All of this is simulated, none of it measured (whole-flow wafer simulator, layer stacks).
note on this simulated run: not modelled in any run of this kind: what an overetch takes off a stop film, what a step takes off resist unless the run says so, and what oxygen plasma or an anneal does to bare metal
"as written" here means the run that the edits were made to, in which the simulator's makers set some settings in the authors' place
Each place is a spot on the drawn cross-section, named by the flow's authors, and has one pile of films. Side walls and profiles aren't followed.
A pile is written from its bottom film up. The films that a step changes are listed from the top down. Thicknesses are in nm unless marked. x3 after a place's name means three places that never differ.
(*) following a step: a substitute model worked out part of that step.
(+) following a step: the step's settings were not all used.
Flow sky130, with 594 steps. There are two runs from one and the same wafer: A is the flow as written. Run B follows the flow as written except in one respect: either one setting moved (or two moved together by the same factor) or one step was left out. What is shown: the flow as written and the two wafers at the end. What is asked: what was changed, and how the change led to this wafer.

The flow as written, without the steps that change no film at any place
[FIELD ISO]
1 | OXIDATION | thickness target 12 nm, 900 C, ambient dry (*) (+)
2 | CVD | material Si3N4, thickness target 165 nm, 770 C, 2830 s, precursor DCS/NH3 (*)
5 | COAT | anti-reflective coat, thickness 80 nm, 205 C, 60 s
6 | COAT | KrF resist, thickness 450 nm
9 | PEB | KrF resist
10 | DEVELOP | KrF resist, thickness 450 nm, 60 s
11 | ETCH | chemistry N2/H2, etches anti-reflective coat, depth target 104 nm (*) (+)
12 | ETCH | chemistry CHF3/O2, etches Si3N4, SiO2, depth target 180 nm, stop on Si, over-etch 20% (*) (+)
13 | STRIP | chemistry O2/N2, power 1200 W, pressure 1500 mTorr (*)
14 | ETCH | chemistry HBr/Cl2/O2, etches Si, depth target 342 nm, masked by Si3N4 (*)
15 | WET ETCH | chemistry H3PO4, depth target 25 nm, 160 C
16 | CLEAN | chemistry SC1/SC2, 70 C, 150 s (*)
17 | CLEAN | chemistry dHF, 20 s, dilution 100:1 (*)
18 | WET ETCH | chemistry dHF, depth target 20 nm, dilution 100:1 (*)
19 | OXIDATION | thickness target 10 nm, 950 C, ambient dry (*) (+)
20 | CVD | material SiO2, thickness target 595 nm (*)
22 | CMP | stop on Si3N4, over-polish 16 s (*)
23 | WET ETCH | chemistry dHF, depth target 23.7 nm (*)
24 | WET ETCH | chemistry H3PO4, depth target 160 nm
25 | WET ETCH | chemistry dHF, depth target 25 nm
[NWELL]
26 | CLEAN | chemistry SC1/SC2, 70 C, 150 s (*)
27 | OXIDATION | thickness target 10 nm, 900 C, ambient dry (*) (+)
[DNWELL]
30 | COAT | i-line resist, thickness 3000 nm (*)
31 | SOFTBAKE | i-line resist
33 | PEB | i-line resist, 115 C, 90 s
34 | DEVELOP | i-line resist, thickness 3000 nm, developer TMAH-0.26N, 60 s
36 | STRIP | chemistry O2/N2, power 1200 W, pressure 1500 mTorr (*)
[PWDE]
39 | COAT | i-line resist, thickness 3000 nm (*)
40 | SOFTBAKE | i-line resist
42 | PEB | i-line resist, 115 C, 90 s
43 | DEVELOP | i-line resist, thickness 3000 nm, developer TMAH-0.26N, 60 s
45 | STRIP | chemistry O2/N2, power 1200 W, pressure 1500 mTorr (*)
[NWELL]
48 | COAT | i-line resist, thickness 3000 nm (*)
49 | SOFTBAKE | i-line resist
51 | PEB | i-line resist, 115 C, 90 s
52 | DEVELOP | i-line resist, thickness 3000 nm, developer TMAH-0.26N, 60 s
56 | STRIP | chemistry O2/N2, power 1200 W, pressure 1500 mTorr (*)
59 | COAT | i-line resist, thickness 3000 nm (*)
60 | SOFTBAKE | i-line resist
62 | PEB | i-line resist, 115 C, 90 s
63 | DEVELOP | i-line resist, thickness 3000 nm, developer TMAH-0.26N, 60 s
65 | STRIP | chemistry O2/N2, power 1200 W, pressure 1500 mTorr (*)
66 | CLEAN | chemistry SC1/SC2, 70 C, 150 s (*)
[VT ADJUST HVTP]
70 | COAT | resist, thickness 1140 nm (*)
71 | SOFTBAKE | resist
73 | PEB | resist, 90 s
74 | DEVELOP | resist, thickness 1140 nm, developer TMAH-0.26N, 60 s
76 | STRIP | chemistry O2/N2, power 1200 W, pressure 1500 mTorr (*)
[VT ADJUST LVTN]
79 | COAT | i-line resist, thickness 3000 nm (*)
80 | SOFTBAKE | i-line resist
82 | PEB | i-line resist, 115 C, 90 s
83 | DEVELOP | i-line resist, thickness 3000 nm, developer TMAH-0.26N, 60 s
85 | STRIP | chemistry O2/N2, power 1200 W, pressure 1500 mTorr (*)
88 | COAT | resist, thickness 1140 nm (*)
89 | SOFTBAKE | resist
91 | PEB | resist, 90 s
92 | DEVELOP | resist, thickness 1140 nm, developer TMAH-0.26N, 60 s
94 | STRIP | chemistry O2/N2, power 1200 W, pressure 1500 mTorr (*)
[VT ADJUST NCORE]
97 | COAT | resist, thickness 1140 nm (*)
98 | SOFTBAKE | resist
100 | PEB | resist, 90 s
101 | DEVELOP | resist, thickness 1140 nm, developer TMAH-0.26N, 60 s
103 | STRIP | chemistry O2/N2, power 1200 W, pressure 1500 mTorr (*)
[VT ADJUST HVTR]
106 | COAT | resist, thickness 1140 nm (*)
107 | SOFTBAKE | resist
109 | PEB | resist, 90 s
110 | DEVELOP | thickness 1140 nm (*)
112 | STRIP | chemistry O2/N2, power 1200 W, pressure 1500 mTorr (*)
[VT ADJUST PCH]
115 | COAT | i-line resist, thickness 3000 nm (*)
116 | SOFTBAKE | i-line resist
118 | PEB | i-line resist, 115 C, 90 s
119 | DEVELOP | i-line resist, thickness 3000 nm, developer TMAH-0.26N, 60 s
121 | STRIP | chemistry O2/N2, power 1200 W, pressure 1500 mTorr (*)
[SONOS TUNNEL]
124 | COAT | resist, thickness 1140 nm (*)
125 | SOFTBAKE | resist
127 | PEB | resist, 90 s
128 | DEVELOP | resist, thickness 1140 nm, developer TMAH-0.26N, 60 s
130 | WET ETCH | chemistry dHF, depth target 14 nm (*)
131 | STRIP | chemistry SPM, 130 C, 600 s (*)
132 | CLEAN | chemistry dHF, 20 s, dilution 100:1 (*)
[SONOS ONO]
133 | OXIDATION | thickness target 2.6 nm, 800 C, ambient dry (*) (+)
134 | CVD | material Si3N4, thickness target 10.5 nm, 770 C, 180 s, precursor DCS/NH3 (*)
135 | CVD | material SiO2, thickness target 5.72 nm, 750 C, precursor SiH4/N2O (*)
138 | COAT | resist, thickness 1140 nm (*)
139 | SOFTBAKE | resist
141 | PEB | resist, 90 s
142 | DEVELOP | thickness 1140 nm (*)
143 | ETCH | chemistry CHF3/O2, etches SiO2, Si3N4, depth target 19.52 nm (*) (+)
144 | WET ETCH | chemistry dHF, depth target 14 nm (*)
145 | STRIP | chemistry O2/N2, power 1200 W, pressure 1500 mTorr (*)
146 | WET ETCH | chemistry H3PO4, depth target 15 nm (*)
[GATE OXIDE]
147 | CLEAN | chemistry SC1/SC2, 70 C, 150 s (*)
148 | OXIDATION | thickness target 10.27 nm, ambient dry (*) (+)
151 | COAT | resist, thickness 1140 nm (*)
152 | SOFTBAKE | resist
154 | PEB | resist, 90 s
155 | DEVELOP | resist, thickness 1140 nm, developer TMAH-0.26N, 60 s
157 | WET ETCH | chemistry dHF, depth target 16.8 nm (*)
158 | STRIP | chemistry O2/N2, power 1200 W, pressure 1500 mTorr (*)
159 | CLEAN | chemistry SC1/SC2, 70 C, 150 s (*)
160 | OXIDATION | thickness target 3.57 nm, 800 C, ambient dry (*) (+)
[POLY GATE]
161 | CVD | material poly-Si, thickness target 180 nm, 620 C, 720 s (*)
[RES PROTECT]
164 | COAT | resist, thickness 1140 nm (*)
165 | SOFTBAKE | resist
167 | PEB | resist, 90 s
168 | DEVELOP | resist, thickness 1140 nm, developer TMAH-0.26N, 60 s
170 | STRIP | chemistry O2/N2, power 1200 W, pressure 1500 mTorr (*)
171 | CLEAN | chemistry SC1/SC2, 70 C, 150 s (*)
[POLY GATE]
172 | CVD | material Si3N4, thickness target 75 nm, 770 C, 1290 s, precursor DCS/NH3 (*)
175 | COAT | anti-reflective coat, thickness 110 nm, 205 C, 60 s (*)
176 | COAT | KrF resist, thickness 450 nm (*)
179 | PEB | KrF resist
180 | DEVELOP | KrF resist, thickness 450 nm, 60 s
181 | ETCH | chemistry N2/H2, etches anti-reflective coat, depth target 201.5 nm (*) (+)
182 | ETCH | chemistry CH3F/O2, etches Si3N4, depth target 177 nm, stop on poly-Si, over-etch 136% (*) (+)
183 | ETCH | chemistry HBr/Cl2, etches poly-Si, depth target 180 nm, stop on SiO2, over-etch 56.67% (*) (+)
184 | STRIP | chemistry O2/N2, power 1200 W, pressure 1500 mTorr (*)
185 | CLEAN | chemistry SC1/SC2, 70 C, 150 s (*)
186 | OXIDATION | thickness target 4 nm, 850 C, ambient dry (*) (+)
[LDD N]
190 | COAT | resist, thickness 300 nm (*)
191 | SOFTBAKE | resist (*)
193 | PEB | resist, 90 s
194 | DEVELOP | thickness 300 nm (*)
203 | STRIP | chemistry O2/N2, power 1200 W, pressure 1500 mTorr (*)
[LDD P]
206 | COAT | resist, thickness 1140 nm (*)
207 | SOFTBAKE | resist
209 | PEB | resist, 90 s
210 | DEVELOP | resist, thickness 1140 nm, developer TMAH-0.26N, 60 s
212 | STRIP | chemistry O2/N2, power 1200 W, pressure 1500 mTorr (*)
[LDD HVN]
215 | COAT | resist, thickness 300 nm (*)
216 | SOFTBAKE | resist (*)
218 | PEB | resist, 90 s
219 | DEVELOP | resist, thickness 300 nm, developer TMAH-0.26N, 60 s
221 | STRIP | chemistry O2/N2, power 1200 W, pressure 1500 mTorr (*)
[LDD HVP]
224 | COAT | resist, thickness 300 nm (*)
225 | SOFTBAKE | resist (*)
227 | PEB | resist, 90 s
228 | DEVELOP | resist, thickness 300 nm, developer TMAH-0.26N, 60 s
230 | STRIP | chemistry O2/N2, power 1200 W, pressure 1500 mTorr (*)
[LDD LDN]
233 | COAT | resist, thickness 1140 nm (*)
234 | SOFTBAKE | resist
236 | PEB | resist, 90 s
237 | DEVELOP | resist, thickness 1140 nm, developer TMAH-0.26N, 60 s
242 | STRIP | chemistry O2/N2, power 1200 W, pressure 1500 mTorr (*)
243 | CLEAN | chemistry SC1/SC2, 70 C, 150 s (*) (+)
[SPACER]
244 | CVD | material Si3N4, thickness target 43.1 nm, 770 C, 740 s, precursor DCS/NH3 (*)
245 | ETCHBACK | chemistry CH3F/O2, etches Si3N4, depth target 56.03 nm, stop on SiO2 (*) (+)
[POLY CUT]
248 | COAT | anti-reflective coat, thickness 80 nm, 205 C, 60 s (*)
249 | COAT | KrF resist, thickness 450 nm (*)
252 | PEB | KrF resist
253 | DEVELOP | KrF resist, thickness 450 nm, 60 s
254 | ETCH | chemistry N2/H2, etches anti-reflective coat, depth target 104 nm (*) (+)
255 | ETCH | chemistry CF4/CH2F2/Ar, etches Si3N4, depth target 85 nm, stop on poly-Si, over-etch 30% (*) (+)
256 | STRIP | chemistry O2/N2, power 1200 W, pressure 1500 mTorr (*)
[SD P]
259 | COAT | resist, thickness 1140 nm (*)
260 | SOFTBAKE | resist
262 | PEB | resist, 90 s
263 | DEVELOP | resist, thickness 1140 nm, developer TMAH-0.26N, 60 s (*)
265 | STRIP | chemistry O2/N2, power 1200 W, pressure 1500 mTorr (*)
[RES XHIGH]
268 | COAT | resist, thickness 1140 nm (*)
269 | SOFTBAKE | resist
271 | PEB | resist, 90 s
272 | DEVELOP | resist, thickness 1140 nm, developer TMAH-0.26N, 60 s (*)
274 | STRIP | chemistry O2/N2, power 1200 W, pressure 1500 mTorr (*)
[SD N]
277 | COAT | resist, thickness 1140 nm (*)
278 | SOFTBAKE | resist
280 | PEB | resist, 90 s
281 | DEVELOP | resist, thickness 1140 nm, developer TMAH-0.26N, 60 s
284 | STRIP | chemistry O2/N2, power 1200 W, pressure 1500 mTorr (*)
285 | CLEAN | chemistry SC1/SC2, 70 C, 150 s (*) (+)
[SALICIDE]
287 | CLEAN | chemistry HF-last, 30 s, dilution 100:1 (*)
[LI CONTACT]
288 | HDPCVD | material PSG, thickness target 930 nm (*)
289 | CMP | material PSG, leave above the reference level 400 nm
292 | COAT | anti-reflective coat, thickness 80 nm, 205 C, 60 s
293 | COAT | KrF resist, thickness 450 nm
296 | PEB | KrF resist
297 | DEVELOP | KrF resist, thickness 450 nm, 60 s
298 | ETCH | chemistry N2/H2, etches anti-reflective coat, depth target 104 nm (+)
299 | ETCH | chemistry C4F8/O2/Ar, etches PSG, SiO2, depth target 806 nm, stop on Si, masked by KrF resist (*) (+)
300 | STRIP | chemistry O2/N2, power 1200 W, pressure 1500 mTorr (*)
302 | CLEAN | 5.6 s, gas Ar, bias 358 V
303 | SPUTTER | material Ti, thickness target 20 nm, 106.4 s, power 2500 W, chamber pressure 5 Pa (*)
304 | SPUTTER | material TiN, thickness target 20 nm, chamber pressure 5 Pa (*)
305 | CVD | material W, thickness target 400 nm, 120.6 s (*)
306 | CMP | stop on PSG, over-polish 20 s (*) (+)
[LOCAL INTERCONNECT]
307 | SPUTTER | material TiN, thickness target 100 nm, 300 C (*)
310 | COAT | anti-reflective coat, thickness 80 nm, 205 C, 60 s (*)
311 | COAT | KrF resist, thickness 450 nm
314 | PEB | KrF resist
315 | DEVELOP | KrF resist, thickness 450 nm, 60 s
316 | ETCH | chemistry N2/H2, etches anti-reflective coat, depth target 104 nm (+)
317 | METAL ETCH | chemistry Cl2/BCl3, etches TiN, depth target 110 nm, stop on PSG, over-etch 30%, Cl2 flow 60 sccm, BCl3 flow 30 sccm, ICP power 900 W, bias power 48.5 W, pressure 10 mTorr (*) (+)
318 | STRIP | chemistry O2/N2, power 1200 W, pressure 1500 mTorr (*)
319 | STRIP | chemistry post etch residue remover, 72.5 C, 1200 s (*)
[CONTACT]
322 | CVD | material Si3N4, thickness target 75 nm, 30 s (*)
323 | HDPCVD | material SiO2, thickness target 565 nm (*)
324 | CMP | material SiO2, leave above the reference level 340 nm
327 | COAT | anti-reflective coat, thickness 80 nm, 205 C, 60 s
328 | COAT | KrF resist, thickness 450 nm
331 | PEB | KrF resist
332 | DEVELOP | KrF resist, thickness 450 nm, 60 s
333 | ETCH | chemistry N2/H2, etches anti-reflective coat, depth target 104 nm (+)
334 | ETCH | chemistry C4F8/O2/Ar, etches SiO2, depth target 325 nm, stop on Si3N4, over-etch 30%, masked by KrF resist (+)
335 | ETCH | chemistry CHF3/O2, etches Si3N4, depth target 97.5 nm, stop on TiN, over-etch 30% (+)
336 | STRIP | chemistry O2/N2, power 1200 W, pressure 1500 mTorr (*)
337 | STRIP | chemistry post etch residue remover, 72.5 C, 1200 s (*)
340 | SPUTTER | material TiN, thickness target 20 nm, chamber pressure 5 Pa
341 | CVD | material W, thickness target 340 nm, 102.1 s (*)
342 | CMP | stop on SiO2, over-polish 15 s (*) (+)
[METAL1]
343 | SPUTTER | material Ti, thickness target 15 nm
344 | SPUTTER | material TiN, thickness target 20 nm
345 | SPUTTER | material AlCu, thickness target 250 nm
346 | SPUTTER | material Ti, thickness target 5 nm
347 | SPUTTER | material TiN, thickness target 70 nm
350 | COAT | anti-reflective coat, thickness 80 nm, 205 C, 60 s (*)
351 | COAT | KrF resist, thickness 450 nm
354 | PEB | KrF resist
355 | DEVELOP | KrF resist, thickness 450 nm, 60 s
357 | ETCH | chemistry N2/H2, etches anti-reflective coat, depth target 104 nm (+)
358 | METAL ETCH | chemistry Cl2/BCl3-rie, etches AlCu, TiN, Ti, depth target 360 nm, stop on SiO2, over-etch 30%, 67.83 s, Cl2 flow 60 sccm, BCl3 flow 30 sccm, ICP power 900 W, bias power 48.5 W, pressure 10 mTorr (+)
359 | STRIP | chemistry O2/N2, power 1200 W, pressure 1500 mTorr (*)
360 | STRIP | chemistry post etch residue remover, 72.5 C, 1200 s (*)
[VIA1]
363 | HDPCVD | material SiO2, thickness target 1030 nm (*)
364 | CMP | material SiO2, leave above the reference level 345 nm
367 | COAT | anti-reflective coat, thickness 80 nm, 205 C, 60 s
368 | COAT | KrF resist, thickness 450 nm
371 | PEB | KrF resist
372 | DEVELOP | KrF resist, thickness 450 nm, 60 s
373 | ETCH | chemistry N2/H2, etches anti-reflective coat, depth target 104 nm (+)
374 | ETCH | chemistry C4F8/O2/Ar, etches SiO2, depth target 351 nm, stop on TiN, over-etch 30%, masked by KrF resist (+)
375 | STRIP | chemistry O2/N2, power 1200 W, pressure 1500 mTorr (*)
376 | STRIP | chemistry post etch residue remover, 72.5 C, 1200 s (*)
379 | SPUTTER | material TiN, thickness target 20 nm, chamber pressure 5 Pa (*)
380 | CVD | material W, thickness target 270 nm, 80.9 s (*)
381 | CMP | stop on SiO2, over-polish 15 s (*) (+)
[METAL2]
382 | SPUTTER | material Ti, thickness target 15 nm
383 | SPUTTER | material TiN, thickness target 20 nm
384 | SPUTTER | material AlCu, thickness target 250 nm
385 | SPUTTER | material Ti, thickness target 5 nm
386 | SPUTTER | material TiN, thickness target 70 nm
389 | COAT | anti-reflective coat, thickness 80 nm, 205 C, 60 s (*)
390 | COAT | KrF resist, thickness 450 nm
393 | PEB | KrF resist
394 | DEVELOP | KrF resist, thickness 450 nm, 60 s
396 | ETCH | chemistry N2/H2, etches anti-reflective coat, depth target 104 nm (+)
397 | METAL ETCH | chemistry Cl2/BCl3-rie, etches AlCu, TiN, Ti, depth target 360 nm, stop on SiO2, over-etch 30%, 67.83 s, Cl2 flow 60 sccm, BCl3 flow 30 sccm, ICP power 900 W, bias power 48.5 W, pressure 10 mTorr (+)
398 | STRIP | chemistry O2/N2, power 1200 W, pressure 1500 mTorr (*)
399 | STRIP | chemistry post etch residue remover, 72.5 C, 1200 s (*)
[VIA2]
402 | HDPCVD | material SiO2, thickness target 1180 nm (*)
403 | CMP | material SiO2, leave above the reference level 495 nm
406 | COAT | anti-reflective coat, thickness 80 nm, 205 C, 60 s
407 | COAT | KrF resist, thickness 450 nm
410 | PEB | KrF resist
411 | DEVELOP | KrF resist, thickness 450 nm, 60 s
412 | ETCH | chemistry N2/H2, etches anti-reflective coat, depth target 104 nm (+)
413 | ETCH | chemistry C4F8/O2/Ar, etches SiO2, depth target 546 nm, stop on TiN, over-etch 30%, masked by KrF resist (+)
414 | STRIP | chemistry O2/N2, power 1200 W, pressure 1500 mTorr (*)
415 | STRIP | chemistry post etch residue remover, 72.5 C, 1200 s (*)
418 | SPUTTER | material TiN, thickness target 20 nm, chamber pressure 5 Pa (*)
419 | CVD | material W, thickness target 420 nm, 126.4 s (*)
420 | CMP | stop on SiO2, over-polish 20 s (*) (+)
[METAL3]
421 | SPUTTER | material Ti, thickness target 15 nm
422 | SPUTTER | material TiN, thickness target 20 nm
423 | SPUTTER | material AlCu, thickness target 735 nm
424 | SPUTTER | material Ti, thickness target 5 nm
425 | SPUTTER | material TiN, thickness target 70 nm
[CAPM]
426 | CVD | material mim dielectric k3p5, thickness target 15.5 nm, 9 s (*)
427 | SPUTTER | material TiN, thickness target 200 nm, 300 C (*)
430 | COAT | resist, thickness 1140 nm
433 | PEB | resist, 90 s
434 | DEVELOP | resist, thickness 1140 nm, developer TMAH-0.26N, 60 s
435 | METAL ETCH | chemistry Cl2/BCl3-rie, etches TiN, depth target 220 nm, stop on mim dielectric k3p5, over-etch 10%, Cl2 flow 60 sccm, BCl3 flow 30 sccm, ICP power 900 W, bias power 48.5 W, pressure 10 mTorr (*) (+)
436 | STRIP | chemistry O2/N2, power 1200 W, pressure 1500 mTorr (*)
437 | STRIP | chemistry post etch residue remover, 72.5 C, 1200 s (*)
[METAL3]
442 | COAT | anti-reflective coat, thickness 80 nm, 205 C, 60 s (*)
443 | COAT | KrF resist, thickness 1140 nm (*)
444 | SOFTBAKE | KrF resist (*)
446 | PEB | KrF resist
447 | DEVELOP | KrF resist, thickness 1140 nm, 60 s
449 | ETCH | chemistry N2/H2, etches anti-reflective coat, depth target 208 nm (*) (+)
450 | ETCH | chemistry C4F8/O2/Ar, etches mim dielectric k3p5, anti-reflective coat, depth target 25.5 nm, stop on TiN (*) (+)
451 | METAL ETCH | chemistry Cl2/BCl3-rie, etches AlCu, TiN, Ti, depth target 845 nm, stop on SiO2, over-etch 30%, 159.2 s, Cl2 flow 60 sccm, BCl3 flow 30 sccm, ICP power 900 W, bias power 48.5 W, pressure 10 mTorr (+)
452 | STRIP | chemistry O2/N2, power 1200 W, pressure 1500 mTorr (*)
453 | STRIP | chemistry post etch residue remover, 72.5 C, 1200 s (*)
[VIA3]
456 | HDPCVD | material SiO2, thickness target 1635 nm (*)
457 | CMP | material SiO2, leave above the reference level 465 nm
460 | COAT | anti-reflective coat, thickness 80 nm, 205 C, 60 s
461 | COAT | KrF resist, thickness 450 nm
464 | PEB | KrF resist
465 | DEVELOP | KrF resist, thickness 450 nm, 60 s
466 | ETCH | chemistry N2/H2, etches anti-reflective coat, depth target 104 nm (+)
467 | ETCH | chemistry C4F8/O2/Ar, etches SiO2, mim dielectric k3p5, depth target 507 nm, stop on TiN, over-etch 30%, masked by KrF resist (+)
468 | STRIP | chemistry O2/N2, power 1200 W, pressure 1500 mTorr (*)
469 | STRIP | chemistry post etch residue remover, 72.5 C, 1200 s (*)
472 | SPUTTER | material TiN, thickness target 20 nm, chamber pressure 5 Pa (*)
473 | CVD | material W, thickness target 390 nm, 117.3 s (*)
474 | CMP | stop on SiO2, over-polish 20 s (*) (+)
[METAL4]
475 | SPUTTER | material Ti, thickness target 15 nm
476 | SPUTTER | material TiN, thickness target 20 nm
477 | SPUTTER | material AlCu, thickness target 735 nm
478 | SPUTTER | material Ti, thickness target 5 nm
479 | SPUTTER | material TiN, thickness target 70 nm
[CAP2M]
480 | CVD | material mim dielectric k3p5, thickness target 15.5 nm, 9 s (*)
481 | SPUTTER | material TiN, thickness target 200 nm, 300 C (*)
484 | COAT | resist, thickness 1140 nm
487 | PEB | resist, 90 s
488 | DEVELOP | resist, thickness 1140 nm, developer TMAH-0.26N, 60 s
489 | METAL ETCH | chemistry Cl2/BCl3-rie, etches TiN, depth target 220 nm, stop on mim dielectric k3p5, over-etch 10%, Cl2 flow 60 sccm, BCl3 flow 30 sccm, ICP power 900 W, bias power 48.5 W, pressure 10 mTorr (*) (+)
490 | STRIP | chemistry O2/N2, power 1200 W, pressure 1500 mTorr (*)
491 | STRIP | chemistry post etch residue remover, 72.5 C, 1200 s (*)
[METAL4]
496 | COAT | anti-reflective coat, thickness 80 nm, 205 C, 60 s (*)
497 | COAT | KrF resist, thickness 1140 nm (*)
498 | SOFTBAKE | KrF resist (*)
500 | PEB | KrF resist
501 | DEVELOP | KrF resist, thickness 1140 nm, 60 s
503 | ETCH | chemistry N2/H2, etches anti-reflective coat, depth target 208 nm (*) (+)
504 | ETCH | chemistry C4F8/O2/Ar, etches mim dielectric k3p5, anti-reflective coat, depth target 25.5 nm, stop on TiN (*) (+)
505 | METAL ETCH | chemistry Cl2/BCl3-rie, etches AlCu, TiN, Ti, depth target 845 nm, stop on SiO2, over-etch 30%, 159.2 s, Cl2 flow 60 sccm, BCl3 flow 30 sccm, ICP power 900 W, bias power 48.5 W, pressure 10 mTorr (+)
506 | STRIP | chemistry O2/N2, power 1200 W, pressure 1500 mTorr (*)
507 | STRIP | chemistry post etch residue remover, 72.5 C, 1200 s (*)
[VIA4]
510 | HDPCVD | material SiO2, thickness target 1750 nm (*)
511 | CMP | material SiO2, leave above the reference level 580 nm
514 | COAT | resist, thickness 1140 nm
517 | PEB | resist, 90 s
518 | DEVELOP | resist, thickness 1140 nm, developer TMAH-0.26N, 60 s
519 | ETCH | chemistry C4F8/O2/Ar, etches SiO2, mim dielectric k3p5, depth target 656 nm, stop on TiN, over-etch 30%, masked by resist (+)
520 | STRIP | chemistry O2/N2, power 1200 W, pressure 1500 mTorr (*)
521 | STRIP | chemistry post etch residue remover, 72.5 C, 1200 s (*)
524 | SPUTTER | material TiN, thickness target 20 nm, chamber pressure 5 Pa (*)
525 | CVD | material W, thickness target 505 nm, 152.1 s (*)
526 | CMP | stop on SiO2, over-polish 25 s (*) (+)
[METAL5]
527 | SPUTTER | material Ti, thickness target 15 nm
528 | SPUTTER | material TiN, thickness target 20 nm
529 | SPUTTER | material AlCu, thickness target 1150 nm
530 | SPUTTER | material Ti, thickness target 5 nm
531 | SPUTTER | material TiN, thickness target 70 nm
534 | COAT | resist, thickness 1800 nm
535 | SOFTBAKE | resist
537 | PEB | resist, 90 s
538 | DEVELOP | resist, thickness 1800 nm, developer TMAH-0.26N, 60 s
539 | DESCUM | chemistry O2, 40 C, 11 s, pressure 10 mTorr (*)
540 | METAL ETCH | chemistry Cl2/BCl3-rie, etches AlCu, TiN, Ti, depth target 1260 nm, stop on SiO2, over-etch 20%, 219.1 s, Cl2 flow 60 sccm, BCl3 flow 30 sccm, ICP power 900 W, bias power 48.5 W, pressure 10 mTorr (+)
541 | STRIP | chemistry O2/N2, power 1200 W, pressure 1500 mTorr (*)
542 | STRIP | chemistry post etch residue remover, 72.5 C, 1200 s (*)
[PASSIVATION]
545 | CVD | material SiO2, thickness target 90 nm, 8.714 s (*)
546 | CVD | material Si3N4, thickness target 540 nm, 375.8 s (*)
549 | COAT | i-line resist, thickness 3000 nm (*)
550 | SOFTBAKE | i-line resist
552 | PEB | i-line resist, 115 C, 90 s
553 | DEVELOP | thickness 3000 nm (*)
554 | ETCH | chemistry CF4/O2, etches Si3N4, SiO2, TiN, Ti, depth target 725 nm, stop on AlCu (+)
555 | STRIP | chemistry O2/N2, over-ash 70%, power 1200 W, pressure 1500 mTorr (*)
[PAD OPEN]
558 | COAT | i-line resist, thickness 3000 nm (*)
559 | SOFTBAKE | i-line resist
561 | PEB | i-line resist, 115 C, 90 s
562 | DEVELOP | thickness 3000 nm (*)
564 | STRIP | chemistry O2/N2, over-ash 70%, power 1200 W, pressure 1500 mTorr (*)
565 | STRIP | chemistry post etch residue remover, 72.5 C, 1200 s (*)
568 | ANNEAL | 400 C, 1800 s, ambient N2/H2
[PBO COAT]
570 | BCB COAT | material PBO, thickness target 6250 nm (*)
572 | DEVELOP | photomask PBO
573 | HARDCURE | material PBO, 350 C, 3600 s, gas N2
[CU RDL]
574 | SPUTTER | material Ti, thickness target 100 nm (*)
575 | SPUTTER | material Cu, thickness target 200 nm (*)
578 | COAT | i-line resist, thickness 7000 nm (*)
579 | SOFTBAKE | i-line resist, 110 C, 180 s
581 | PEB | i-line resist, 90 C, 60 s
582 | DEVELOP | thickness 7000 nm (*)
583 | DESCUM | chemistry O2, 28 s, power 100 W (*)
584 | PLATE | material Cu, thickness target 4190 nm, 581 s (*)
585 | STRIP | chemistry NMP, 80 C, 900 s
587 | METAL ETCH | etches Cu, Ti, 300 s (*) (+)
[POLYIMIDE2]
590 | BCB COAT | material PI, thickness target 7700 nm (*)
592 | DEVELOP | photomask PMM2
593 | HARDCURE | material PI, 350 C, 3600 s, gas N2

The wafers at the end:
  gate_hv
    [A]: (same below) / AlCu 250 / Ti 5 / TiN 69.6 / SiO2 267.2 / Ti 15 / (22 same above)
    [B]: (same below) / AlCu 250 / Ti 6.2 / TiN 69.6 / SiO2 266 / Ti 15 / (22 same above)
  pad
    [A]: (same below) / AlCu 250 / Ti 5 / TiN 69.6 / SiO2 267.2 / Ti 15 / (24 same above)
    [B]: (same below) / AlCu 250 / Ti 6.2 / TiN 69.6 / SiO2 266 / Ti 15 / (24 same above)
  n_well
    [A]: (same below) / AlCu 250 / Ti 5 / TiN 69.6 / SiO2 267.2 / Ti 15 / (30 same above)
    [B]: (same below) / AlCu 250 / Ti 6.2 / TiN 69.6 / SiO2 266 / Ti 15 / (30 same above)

Cause: step 346, SPUTTER: thickness target 6.2 nm was run, though the flow has thickness target 5 nm.
The wafer itself shows it: gate_hv has Ti 6.2, and step 346 as written asks for 5 nm.

How this came from the change, step by step:
  346 | SPUTTER | material Ti, thickness target 5 nm
      field, active, n_well and 188 more: A Ti gains 5 (new film) | B Ti gains 6.2 (new film)
  358 | METAL ETCH | chemistry Cl2/BCl3-rie, etches AlCu, TiN, Ti, depth target 360 nm, stop on SiO2, over-etch 30%, 67.83 s, Cl2 flow 60 sccm, BCl3 flow 30 sccm, ICP power 900 W, bias power 48.5 W, pressure 10 mTorr (+)
      field, active, gate and 81 more: A TiN loses 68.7 (all of it), Ti loses 5 (all of it), AlCu loses 250 (all of it), TiN loses 20 (all of it), Ti loses 15 (all of it), SiO2 loses 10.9 | B TiN loses 68.7 (all of it), Ti loses 6.2 (all of it), AlCu loses 250 (all of it), TiN loses 20 (all of it), Ti loses 15 (all of it), SiO2 loses 10.8
